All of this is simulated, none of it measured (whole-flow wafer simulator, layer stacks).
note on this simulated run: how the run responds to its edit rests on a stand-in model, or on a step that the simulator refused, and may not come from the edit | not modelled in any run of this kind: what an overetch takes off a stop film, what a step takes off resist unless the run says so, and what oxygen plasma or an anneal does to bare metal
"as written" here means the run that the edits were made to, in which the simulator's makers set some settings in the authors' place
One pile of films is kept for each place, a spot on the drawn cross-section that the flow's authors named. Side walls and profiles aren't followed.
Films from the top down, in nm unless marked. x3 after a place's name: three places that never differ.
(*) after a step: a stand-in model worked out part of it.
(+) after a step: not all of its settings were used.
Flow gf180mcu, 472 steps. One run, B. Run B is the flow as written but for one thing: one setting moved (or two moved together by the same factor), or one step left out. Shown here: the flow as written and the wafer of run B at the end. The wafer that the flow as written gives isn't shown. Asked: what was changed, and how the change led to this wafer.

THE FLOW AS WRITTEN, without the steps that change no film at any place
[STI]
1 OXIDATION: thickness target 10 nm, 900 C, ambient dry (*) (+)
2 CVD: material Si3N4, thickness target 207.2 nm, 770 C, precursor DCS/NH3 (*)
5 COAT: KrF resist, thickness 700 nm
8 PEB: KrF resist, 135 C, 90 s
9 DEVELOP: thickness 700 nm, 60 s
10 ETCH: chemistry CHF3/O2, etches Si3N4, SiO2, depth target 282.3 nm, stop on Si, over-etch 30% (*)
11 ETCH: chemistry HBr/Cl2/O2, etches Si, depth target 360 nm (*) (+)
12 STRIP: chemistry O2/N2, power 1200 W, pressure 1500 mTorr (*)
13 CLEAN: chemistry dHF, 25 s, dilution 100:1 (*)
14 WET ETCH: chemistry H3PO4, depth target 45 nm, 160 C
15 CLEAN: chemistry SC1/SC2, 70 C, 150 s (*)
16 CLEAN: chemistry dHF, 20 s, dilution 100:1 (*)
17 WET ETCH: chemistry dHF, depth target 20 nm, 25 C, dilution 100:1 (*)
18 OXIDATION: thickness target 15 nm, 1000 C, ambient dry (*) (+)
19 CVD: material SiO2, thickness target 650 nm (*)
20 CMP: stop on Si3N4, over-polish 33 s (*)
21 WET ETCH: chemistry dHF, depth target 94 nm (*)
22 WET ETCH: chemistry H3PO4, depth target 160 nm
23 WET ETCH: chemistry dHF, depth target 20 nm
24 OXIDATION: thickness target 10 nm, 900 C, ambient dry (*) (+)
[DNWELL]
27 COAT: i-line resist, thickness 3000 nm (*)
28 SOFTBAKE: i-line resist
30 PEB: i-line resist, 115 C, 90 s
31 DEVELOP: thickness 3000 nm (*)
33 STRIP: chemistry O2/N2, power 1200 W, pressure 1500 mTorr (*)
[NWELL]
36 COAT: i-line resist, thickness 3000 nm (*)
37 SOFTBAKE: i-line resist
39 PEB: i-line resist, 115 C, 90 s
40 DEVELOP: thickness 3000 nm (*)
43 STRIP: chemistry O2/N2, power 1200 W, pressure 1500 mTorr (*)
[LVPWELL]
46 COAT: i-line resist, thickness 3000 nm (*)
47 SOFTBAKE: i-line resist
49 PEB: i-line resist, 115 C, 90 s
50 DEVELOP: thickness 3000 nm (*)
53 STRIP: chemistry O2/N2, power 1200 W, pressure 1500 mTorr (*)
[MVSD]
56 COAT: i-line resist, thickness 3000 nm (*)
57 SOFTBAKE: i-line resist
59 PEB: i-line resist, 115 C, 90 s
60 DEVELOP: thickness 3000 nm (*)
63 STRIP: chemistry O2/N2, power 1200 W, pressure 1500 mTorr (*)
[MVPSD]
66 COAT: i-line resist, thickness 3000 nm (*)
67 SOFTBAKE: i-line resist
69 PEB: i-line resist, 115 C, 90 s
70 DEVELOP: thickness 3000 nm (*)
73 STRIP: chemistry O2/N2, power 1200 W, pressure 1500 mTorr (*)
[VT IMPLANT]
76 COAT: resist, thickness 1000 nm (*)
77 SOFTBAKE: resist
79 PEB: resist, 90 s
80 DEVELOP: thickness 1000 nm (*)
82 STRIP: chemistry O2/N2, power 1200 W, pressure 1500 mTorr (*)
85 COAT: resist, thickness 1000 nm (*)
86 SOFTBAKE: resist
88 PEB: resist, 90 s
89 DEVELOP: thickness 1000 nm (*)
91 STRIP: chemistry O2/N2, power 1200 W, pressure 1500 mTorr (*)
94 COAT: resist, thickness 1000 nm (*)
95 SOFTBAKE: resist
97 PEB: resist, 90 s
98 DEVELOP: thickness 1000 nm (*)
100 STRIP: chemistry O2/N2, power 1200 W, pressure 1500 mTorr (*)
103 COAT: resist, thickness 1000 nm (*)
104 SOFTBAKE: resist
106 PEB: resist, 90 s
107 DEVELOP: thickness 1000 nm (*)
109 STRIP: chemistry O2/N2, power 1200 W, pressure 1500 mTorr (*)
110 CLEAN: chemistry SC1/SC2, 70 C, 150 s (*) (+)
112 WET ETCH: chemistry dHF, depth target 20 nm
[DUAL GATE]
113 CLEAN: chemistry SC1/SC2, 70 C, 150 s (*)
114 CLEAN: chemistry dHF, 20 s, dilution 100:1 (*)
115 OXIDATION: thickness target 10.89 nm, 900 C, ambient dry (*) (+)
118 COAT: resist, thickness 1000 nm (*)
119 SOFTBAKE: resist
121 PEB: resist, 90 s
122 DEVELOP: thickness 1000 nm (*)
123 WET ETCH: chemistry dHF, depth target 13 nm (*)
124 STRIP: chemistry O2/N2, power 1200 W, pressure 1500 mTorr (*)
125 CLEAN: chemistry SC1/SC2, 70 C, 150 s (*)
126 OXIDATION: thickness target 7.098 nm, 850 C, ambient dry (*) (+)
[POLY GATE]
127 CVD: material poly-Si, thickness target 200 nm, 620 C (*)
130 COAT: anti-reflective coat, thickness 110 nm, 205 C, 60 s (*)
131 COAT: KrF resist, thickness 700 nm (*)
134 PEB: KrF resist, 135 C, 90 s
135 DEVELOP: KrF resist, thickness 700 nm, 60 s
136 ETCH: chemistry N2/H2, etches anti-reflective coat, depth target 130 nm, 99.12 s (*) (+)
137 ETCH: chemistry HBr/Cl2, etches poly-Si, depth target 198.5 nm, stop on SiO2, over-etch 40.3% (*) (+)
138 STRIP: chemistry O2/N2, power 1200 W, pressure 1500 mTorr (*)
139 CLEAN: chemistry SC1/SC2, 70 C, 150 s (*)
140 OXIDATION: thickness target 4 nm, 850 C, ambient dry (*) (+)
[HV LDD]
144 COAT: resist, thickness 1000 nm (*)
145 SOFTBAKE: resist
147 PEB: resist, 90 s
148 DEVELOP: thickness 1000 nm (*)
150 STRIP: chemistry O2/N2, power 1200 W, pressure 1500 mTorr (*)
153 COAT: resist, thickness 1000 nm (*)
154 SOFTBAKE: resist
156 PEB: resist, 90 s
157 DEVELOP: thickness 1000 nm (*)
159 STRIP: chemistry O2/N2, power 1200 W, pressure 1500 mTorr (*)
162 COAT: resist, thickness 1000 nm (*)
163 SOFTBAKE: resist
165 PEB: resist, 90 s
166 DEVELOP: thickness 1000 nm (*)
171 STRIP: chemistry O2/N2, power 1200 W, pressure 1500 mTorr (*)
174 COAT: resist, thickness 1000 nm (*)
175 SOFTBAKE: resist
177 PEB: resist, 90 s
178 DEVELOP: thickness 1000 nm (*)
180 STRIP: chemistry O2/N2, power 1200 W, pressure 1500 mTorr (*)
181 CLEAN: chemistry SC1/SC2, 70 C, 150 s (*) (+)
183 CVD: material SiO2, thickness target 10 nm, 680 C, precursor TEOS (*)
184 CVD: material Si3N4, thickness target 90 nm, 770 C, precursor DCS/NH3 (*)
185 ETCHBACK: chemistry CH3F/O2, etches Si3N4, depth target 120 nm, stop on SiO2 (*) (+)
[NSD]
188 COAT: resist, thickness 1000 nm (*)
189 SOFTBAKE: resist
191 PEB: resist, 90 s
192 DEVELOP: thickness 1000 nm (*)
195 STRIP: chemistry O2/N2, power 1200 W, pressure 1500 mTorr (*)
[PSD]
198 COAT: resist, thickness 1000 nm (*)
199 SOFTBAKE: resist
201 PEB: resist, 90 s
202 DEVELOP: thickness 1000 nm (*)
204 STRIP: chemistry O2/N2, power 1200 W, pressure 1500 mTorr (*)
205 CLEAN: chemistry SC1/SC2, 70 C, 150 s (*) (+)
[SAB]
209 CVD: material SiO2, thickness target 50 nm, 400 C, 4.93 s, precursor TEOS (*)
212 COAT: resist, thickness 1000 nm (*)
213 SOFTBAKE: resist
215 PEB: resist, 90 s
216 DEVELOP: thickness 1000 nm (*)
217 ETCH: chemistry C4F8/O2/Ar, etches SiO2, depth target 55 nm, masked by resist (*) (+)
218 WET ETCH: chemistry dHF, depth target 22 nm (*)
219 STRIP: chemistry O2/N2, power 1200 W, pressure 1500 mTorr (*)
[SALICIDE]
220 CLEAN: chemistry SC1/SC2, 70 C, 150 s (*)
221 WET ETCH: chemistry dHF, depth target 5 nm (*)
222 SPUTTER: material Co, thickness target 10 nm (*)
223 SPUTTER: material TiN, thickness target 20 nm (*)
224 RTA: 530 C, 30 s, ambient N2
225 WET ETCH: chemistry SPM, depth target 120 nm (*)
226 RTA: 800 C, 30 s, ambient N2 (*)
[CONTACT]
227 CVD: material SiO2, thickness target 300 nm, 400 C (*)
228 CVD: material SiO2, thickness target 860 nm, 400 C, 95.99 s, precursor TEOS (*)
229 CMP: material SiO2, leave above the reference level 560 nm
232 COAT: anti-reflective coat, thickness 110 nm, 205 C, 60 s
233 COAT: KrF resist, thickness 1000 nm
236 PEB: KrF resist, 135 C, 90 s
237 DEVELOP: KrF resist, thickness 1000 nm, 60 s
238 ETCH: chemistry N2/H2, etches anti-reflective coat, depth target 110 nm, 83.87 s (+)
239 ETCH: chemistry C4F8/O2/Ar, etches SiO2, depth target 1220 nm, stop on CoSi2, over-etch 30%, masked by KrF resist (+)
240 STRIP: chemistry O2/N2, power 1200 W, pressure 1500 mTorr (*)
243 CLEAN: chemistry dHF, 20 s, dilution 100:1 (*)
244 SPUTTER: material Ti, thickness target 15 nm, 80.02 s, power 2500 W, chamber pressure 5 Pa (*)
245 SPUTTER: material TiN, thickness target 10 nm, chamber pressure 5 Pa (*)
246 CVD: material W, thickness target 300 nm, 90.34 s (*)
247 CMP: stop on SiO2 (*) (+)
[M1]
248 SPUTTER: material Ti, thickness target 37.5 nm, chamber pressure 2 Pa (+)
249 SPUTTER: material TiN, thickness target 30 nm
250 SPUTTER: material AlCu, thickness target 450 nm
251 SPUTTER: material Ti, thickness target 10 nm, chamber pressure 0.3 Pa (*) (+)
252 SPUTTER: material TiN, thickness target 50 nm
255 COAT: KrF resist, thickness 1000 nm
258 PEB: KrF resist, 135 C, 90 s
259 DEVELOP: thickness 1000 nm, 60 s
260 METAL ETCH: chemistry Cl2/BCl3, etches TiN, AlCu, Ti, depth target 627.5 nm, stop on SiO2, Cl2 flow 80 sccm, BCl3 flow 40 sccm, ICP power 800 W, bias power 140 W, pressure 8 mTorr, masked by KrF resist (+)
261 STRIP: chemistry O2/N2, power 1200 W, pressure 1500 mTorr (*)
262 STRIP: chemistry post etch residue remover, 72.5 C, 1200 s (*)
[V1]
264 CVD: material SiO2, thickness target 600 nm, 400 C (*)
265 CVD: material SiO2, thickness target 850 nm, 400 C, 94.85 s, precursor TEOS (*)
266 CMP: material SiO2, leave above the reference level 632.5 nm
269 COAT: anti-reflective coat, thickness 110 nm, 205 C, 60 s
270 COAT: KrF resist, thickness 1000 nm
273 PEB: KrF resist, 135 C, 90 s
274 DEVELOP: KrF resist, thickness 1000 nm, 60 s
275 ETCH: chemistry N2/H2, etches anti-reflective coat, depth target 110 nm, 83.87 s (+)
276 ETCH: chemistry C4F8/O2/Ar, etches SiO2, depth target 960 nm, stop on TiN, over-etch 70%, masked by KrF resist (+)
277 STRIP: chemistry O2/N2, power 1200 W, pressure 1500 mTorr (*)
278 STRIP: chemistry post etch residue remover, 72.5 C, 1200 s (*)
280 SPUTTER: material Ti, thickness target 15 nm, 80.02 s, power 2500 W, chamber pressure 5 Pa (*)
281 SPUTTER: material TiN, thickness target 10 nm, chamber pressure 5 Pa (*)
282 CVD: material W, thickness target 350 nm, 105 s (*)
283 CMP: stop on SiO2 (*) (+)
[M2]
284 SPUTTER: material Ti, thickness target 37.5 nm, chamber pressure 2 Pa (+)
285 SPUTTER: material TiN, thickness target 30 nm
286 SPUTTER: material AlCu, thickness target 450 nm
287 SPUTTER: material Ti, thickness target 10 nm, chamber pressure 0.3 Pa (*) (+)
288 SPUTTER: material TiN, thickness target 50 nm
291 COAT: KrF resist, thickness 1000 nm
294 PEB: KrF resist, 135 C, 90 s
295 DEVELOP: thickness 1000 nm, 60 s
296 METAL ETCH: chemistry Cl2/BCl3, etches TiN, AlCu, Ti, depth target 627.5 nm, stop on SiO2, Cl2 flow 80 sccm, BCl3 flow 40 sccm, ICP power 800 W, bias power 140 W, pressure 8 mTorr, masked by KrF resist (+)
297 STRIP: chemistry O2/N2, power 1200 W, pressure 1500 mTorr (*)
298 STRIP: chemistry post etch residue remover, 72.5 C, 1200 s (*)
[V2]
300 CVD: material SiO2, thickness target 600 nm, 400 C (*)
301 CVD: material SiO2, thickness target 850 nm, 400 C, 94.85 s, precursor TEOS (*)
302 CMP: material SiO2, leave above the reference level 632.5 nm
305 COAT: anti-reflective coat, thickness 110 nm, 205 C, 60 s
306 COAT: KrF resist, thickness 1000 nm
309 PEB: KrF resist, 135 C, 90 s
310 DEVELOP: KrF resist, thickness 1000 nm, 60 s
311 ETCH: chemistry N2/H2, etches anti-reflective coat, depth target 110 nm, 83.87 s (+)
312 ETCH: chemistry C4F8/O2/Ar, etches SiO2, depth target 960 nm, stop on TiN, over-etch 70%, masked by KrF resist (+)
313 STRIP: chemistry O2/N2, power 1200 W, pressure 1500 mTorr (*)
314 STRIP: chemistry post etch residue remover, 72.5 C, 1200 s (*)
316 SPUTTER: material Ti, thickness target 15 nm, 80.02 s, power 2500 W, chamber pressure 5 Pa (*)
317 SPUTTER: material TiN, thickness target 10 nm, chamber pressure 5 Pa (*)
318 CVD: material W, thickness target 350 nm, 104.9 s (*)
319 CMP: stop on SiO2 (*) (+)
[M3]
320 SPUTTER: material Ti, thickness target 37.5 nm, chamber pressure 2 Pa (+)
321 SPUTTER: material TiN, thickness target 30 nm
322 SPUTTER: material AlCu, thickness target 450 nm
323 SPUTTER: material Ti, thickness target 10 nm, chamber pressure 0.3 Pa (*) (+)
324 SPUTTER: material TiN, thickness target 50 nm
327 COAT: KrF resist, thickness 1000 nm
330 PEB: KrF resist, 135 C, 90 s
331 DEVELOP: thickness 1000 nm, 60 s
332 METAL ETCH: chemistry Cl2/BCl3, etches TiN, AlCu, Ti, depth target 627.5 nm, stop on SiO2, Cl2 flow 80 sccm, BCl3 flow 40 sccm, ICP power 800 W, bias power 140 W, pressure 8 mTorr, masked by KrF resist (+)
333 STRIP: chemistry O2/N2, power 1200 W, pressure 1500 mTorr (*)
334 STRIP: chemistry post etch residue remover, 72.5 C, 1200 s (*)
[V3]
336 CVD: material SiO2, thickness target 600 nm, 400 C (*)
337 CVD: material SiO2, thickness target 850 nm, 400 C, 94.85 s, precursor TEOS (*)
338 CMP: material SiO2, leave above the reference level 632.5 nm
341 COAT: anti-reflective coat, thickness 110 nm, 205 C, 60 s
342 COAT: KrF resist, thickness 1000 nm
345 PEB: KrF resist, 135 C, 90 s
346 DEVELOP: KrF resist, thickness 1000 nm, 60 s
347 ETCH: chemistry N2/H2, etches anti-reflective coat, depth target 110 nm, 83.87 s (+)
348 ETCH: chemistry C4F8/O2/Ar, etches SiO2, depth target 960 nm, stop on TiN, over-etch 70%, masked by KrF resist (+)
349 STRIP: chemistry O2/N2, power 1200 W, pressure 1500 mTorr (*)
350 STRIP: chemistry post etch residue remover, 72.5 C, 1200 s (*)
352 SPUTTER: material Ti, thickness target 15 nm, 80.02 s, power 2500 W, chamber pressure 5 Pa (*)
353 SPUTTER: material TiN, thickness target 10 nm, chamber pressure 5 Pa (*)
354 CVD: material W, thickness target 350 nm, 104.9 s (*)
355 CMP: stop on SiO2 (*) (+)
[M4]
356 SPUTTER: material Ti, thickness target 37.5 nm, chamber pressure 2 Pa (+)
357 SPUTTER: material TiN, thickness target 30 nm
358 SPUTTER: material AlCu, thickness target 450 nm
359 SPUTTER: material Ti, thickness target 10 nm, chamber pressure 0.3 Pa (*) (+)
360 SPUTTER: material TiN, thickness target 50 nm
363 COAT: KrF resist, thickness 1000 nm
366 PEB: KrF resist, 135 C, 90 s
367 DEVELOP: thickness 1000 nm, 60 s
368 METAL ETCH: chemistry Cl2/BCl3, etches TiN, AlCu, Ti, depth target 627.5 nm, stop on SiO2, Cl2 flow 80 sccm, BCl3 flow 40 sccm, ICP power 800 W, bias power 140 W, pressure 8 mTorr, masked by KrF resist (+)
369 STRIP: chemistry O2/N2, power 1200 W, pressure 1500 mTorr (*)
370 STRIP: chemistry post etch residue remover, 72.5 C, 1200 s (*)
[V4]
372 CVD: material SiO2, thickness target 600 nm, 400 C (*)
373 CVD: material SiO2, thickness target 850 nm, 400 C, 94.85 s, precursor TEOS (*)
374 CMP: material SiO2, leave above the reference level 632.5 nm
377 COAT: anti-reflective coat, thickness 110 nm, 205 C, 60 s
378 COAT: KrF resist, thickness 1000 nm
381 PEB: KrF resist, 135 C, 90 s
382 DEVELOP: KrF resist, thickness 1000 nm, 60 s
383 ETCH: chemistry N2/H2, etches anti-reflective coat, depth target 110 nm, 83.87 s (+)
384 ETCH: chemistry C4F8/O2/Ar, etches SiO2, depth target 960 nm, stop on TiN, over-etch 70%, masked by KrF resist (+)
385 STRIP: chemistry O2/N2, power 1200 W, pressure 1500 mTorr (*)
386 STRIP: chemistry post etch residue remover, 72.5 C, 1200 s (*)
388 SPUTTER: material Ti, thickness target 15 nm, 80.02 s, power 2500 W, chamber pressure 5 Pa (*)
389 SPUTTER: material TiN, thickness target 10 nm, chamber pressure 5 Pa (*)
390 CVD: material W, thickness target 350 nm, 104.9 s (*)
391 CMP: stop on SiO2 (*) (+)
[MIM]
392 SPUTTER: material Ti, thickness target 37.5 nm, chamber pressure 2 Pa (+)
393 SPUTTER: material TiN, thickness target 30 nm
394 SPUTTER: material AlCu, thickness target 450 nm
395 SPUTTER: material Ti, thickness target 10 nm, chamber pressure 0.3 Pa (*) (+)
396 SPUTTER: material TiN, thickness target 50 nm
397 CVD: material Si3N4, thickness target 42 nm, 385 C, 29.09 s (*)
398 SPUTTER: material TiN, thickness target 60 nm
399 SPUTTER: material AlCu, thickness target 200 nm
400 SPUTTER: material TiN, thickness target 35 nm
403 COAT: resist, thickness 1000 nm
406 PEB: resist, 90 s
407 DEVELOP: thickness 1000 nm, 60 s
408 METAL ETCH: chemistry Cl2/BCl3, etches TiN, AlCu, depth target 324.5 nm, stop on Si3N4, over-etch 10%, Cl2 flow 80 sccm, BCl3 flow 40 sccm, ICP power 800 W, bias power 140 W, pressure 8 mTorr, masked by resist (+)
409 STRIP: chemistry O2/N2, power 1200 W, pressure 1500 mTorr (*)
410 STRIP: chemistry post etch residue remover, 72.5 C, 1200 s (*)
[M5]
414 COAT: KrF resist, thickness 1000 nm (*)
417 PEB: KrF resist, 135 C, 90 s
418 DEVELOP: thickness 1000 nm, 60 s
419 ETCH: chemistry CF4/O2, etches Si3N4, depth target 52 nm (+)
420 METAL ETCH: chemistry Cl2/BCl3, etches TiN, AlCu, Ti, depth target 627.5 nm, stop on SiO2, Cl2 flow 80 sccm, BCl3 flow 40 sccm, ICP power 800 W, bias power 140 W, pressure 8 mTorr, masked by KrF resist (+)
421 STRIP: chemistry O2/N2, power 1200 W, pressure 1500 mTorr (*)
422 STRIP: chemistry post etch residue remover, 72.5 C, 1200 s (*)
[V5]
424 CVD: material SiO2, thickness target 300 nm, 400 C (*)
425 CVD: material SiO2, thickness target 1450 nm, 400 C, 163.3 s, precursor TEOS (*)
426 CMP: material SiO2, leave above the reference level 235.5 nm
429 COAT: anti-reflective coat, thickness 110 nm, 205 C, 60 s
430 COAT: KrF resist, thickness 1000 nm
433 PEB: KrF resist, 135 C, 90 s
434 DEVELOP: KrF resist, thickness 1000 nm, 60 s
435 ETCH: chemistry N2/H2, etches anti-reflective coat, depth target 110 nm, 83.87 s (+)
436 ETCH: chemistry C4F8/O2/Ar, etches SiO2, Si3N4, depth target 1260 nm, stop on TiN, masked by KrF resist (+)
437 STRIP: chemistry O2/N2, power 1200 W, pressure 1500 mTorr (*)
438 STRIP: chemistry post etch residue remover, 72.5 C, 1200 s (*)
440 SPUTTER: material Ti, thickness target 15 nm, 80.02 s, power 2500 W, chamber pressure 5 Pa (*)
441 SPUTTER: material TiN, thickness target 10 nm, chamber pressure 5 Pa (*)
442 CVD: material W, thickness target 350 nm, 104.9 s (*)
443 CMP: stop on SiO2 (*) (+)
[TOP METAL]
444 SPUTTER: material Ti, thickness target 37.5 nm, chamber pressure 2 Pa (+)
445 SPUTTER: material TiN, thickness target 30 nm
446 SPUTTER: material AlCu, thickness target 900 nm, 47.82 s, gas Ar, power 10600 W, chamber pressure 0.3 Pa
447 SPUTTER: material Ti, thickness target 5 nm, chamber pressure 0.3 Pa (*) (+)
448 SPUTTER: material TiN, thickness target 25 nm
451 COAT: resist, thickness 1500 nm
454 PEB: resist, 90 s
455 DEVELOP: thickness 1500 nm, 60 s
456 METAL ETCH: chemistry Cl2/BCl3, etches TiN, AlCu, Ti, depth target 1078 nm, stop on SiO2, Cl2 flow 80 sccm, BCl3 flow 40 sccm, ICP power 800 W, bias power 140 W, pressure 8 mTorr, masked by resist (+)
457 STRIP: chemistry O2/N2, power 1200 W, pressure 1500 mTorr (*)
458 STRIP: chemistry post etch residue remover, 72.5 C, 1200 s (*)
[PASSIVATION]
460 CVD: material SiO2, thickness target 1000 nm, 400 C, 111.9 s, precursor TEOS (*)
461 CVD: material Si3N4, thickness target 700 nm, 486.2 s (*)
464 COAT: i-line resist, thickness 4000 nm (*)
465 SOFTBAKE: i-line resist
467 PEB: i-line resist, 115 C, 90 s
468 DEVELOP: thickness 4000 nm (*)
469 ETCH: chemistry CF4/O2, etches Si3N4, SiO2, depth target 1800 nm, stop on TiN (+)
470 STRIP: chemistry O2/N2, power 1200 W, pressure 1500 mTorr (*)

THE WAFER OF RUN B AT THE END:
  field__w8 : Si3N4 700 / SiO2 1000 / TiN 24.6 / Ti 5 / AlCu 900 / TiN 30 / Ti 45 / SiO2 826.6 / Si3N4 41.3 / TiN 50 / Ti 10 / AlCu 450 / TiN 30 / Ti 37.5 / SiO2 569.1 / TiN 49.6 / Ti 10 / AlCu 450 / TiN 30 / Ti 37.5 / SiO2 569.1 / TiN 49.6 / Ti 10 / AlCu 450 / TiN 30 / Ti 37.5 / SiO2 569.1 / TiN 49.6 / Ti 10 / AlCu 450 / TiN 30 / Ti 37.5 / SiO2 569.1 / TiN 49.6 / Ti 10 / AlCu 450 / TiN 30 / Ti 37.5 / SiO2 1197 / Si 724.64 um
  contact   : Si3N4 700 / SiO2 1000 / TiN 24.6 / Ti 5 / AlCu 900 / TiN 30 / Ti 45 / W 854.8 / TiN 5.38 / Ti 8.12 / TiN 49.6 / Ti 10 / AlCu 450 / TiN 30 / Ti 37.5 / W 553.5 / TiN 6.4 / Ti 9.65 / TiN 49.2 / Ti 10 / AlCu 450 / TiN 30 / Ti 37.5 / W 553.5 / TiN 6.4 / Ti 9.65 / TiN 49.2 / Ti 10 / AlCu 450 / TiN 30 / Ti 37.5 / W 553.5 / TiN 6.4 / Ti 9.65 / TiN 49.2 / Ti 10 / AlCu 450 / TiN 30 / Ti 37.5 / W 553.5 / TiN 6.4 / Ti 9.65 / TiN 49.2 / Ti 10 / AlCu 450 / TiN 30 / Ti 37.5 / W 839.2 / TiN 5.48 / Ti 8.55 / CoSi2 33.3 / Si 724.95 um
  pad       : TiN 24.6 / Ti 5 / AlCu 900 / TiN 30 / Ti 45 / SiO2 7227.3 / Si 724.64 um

The cause: step 444, SPUTTER: thickness target 45 nm was run, where the flow has thickness target 37.5 nm.
It can be read off the wafer: field__w8 has Ti 45, and step 444 as written asks for 37.5 nm.

How the change led to this, step by step:
  444 SPUTTER: material Ti, thickness target 37.5 nm, chamber pressure 2 Pa (+)
      field, field__w1, field__w2 and 109 more: Ti +45 (new film) (as written it would be: Ti +37.5 (new film))
  456 METAL ETCH: chemistry Cl2/BCl3, etches TiN, AlCu, Ti, depth target 1078 nm, stop on SiO2, Cl2 flow 80 sccm, BCl3 flow 40 sccm, ICP power 800 W, bias power 140 W, pressure 8 mTorr, masked by resist (+)
      field, field__w1, field__w2 and 103 more: TiN -25 (all of it), Ti -5 (all of it), AlCu -900 (all of it), TiN -30 (all of it), Ti -45 (all of it) (as written it would be: TiN -25 (all of it), Ti -5 (all of it), AlCu -900 (all of it), TiN -30 (all of it), Ti -37.5 (all of it))
  465 SOFTBAKE: i-line resist
      field__w11, field__w13: i-line resist +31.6 (as written it would be: i-line resist +37.9)
      field: i-line resist -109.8 (as written it would be: i-line resist -120.6)
      (and at 57 more places)
